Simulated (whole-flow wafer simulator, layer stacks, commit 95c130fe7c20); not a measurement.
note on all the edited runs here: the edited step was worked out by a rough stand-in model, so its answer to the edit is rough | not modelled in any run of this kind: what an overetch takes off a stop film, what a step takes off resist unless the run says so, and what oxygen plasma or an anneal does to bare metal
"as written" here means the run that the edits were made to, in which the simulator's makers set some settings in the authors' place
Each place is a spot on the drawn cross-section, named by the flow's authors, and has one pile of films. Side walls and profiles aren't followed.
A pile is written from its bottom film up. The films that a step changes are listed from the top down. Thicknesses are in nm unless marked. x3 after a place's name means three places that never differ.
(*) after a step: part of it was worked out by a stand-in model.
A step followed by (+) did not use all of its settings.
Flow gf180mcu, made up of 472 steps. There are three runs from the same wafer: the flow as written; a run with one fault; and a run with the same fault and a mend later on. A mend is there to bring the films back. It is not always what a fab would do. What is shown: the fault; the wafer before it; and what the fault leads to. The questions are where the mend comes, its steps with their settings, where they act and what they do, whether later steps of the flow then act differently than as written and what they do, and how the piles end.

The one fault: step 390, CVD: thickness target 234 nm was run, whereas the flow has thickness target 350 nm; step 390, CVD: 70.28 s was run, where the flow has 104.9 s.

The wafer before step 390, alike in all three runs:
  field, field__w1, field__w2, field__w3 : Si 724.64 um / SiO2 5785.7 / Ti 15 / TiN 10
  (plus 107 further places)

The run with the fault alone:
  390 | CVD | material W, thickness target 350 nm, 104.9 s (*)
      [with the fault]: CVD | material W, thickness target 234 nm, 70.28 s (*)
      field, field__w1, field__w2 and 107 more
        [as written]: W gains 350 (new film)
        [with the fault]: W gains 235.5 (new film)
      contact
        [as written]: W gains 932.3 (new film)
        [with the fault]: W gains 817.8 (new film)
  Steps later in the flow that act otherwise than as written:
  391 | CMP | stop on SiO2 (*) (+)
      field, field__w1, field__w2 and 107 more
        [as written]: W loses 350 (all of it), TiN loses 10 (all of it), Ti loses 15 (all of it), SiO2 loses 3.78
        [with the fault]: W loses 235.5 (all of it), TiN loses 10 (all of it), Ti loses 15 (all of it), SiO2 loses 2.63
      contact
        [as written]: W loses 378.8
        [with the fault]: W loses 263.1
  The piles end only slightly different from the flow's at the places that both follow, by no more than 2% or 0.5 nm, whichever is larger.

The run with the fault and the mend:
  After step 390 comes the mend.
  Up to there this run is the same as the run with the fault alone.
  390a | CVD | material W, thickness target 116 nm, 34.77 s (the flow's step 390 again, with other settings)
      field, field__w1, field__w2 and 108 more
        W gains 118
  None of the later steps of the flow differs from how it acts as written, at any place that is followed, by more than 2% or 0.5 nm, whichever is larger.
  The piles end only slightly different from the flow's at the places that both follow, by no more than 2% or 0.5 nm, whichever is larger.
